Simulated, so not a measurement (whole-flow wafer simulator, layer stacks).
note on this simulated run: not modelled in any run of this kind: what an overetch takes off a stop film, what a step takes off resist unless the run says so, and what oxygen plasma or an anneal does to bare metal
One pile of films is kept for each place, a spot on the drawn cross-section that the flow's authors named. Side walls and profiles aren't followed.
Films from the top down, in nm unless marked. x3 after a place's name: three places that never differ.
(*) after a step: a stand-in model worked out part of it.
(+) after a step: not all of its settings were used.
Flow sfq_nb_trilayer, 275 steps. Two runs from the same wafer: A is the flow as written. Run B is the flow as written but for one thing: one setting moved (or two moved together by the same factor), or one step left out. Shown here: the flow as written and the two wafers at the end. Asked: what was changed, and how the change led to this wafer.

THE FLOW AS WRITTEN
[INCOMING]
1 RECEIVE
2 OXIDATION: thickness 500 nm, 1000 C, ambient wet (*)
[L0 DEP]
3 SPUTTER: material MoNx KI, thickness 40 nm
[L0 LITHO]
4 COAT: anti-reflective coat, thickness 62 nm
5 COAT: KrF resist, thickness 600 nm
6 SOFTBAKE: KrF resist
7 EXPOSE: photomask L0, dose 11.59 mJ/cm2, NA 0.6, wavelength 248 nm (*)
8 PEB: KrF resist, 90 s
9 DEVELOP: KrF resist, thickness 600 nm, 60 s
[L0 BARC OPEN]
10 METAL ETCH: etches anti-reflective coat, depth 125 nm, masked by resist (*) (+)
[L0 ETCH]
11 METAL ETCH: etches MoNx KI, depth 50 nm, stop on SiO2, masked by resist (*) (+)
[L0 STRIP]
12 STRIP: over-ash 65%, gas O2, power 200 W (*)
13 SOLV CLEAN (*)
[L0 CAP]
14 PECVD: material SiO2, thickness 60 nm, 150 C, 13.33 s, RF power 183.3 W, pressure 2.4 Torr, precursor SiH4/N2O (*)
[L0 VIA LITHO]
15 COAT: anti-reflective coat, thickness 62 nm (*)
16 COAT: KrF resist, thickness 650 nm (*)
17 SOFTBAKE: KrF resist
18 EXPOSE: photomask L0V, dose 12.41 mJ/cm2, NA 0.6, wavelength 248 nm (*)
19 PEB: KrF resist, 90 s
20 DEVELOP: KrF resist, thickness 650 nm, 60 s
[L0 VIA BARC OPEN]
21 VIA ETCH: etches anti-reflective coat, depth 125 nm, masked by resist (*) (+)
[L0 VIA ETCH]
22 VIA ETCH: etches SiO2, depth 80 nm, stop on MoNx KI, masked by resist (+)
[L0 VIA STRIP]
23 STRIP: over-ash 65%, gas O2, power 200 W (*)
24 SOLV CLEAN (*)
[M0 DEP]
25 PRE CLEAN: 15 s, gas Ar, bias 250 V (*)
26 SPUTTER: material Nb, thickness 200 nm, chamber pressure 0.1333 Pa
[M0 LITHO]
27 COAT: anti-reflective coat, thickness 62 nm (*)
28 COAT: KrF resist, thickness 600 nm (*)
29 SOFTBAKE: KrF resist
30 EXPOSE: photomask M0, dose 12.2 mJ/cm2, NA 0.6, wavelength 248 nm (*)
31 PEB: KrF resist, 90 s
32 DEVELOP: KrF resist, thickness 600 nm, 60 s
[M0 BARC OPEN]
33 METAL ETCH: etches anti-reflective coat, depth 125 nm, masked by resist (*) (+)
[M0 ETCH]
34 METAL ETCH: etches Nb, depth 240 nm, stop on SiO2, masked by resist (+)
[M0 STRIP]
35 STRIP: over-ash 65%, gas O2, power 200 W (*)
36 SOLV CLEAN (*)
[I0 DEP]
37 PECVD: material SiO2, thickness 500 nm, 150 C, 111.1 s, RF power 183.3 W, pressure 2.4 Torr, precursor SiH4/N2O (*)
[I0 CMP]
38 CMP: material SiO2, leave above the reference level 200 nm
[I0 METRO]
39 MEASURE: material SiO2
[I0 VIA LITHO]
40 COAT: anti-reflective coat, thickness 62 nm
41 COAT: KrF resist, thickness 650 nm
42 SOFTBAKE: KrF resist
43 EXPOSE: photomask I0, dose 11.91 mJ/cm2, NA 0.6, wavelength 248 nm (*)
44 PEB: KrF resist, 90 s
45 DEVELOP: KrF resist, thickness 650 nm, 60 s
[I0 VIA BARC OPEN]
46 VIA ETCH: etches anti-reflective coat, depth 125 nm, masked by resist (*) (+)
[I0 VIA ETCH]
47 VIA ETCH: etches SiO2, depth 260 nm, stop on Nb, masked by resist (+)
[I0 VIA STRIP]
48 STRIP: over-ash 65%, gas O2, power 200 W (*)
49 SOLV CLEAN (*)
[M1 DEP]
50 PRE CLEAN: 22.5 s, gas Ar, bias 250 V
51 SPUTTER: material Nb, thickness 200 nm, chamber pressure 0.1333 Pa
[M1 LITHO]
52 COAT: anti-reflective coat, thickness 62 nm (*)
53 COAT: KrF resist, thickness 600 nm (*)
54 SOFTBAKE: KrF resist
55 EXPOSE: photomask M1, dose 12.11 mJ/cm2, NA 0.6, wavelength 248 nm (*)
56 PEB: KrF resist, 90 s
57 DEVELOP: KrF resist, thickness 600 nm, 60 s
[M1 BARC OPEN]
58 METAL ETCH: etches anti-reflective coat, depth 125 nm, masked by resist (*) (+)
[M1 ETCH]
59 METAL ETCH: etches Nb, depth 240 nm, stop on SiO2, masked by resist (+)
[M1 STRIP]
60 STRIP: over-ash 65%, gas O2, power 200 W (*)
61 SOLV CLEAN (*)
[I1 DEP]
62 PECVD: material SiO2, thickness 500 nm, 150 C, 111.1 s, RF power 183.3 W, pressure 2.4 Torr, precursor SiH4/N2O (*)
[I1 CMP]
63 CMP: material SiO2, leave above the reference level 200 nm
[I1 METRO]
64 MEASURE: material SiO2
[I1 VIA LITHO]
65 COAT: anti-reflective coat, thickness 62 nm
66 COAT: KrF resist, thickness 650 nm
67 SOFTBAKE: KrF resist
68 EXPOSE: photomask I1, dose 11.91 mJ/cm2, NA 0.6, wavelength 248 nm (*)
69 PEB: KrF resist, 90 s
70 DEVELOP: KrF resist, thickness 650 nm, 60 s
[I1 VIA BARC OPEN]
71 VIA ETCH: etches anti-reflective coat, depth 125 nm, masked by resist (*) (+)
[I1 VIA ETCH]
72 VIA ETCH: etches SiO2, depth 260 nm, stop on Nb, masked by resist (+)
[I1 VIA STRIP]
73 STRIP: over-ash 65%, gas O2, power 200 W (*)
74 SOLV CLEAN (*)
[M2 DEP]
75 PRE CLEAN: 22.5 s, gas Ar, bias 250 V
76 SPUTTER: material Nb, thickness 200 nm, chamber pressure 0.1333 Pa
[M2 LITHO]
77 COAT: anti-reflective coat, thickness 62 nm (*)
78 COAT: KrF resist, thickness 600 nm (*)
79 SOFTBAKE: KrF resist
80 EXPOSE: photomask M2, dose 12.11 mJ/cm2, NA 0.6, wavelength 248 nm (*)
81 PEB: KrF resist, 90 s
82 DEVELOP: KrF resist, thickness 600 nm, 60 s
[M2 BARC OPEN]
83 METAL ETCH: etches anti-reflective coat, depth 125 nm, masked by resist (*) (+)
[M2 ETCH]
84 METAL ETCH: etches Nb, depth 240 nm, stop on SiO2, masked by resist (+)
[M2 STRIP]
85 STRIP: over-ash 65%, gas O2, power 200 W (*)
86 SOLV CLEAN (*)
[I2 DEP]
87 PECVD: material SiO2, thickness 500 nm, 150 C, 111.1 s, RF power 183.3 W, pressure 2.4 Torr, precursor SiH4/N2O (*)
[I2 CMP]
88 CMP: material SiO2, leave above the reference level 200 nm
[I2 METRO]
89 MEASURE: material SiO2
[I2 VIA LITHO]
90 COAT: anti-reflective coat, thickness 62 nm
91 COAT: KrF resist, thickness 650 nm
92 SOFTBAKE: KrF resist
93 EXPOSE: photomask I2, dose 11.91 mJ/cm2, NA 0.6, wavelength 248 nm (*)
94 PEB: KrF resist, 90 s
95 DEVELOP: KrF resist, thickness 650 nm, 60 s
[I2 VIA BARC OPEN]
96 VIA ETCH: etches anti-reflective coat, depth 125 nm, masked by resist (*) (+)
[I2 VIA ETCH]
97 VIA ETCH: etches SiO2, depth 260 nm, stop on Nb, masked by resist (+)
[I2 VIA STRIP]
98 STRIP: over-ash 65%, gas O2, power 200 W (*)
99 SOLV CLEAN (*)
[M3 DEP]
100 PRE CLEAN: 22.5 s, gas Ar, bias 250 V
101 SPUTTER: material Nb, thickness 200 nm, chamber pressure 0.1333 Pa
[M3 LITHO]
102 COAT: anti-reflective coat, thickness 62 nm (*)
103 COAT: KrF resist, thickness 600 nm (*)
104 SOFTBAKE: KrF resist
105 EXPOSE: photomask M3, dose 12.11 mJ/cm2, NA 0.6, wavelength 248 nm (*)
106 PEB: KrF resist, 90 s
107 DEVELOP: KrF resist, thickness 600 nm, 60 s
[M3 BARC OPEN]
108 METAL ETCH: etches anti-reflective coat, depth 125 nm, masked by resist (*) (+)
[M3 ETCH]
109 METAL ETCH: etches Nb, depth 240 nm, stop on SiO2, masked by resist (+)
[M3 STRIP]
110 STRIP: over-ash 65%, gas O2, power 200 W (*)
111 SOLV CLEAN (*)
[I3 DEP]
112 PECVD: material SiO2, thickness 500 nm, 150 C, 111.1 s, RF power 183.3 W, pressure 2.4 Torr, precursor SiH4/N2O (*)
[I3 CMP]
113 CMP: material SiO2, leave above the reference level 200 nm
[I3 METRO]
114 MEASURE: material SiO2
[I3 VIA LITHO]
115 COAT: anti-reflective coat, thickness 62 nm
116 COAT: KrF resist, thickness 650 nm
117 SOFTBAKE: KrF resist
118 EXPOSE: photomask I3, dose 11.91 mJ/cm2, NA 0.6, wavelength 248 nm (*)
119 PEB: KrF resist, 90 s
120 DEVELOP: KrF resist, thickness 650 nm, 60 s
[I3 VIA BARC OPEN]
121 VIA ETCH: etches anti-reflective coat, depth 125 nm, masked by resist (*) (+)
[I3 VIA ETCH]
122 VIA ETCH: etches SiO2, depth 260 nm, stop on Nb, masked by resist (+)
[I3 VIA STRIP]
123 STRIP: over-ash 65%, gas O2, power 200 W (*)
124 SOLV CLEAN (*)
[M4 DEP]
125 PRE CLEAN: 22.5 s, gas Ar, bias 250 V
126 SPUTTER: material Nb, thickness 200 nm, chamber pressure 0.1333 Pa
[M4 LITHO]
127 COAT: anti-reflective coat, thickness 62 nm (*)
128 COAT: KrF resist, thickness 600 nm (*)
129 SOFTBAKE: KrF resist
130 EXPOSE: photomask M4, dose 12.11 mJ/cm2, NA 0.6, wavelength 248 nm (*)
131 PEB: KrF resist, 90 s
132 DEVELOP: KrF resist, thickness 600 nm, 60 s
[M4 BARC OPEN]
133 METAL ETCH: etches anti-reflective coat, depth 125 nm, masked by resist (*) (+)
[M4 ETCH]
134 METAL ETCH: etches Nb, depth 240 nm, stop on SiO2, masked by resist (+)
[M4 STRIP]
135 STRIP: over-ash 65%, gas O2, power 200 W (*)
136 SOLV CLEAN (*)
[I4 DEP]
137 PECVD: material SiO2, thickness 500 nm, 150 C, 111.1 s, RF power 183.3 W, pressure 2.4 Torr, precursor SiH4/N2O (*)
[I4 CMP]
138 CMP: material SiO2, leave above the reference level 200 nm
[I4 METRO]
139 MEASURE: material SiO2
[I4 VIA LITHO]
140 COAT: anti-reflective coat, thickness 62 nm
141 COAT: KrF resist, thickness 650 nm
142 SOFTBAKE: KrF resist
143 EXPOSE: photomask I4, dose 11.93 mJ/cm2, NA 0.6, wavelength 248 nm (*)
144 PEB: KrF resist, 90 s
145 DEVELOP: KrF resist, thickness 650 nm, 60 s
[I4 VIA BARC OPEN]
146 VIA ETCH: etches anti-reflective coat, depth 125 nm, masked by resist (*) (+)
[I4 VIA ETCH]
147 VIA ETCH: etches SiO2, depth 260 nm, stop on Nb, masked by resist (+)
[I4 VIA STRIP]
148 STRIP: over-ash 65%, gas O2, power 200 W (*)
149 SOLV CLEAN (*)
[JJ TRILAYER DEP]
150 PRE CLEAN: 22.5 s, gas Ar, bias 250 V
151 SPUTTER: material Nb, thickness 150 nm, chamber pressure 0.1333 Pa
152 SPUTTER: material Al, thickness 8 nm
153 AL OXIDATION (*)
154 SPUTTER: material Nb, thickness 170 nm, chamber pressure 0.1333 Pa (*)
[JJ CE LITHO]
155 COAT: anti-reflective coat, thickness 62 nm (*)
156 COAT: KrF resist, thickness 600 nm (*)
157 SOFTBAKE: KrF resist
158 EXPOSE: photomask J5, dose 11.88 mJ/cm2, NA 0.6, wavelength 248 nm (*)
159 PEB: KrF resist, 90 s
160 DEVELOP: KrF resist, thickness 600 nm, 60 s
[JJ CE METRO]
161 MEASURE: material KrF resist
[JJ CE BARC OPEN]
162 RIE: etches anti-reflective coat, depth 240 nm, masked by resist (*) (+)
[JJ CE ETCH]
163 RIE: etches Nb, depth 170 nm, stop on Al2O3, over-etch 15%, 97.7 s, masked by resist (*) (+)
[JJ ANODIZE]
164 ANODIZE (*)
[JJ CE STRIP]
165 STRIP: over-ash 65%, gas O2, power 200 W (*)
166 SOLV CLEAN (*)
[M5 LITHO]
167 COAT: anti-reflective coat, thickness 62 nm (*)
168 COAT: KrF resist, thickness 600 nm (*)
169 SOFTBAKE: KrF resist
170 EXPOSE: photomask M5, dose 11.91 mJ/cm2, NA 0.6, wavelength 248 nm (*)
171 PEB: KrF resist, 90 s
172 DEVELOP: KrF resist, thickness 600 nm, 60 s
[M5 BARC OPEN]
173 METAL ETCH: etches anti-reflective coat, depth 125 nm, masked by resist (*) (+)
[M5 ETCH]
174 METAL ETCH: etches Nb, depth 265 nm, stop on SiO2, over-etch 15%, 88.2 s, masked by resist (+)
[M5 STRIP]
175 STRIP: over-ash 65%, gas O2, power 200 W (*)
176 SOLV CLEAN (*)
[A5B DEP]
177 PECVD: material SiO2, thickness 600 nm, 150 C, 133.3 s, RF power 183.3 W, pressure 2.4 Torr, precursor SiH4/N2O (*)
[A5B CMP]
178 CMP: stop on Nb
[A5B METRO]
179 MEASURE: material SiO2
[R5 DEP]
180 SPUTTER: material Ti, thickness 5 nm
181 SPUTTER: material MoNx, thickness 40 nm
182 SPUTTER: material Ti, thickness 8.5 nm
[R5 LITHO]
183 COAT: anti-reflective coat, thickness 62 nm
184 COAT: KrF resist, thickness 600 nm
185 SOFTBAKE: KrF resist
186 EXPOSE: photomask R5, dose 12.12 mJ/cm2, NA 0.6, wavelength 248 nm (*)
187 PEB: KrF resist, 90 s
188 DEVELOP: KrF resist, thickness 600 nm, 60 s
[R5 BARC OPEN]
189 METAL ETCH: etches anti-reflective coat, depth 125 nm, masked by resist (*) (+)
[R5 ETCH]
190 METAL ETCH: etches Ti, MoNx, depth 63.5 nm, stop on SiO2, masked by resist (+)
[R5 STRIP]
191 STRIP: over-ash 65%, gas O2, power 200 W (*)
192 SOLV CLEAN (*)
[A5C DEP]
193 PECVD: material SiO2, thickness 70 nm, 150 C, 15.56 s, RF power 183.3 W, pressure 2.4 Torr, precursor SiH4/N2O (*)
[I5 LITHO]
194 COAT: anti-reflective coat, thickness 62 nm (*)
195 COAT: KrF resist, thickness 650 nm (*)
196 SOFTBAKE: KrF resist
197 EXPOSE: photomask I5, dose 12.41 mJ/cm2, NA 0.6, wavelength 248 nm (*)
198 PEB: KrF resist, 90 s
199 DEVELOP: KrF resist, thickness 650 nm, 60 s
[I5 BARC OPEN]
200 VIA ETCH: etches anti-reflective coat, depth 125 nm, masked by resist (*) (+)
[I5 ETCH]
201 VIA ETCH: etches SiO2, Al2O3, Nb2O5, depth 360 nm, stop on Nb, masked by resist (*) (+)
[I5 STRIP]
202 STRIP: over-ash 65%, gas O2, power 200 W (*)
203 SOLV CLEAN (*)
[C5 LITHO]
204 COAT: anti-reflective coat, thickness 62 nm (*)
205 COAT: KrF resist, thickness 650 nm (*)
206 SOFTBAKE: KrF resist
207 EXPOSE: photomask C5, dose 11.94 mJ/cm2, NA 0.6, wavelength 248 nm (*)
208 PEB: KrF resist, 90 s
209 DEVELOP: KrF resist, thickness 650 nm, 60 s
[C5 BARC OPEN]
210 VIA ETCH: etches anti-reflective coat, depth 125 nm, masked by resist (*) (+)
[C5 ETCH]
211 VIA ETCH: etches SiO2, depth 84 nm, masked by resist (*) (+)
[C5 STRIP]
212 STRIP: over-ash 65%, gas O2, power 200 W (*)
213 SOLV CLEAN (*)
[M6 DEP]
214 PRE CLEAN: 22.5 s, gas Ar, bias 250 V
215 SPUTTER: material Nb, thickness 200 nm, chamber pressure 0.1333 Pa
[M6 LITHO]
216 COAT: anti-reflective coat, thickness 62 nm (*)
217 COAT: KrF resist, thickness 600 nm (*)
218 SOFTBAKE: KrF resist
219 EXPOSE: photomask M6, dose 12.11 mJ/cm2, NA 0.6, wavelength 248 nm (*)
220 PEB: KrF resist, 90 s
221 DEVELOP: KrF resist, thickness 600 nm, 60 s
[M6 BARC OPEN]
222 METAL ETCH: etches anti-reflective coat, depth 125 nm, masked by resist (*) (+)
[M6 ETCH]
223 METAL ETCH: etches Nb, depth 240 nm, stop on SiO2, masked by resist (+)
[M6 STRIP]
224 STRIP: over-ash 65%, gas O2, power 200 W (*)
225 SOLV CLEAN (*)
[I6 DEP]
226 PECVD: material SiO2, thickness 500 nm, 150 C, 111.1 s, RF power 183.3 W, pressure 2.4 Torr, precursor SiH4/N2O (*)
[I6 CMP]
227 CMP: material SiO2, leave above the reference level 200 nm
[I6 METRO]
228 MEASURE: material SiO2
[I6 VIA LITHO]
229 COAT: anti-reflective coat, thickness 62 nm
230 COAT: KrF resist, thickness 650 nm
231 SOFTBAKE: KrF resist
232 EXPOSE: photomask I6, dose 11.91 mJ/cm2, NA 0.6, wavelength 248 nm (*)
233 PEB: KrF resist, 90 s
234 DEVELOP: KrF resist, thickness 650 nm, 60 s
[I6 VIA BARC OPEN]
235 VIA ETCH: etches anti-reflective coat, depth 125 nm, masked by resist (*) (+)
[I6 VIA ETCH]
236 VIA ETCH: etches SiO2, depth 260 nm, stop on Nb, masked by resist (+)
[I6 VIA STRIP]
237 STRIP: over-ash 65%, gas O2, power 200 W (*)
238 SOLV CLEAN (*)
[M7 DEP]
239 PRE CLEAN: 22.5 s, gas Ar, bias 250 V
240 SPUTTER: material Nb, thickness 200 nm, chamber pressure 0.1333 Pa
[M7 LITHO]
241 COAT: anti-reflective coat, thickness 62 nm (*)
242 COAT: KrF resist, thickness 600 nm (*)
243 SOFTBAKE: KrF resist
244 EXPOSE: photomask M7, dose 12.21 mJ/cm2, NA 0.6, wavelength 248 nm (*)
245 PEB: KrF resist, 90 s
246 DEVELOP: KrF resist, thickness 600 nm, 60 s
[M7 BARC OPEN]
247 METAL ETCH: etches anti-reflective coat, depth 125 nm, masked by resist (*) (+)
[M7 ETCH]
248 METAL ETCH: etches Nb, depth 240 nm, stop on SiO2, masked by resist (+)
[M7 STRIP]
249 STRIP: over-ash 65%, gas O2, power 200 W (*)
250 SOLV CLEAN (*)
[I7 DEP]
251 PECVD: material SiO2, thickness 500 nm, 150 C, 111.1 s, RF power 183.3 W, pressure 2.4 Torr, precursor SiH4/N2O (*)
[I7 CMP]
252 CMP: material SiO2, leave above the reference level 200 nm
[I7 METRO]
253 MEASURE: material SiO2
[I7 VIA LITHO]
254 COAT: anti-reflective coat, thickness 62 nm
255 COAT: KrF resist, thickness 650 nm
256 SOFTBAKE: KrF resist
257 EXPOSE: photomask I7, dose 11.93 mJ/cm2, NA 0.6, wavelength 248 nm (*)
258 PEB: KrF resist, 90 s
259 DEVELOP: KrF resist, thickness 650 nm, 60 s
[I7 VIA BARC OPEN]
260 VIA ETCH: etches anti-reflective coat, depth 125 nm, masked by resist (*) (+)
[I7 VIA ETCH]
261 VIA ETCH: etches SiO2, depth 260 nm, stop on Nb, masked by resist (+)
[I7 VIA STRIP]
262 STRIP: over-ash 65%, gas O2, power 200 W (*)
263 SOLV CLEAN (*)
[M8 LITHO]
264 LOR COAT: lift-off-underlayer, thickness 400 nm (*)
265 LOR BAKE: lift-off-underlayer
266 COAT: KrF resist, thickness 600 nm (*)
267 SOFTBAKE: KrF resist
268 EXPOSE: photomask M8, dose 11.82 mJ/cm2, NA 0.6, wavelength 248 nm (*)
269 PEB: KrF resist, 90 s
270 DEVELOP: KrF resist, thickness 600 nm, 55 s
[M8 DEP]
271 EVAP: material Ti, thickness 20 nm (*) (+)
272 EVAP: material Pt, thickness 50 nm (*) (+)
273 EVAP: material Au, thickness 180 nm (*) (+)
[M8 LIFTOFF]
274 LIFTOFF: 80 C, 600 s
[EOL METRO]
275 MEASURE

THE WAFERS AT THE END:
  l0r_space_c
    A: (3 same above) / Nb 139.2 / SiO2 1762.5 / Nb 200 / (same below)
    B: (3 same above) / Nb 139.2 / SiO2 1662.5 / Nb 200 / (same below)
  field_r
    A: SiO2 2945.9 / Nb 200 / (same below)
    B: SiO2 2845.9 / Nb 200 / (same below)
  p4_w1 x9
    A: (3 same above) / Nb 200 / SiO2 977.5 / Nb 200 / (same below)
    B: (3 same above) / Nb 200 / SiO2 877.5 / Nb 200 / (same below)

The cause: step 76, SPUTTER: thickness 100 nm was run, where the flow has thickness 200 nm.

How the change led to this, step by step:
  76 SPUTTER: material Nb, thickness 200 nm, chamber pressure 0.1333 Pa
      field_l, v_sur, via_wl and 102 more: A Nb +200 (new film) | B Nb +100 (new film)
      via_v: A Nb +174.5 | B Nb +88.1
  77 COAT: anti-reflective coat, thickness 62 nm (*)
      via_v: A anti-reflective coat +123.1 (new film) | B anti-reflective coat +118.9 (new film)
  84 METAL ETCH: etches Nb, depth 240 nm, stop on SiO2, masked by resist (+)
      field_l, be, be_sur and 81 more: A Nb -200 (all of it) | B Nb -100 (all of it)
      v_sur, via_wl, via_w and 19 more: A KrF resist -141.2 | B KrF resist -88.2
  85 STRIP: over-ash 65%, gas O2, power 200 W (*)
      wl_j_sl, wl_jj, wl_j_sr and 12 more: A KrF resist -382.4 (all of it), anti-reflective coat -62 (all of it) | B KrF resist -435.3 (all of it), anti-reflective coat -62 (all of it)
      v_sur: A KrF resist -380 (all of it), anti-reflective coat -61.4 (all of it) | B KrF resist -433.1 (all of it), anti-reflective coat -61.4 (all of it)
      (and at 6 more places)
  87 PECVD: material SiO2, thickness 500 nm, 150 C, 111.1 s, RF power 183.3 W, pressure 2.4 Torr, precursor SiH4/N2O (*)
      via_v: A SiO2 +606 (new film) | B SiO2 +581.5 (new film)
  88 CMP: material SiO2, leave above the reference level 200 nm
      field_l, be, be_sur and 81 more: A SiO2 -100 | B SiO2 -200
      via_v: A SiO2 -181.6 | B SiO2 -170.7
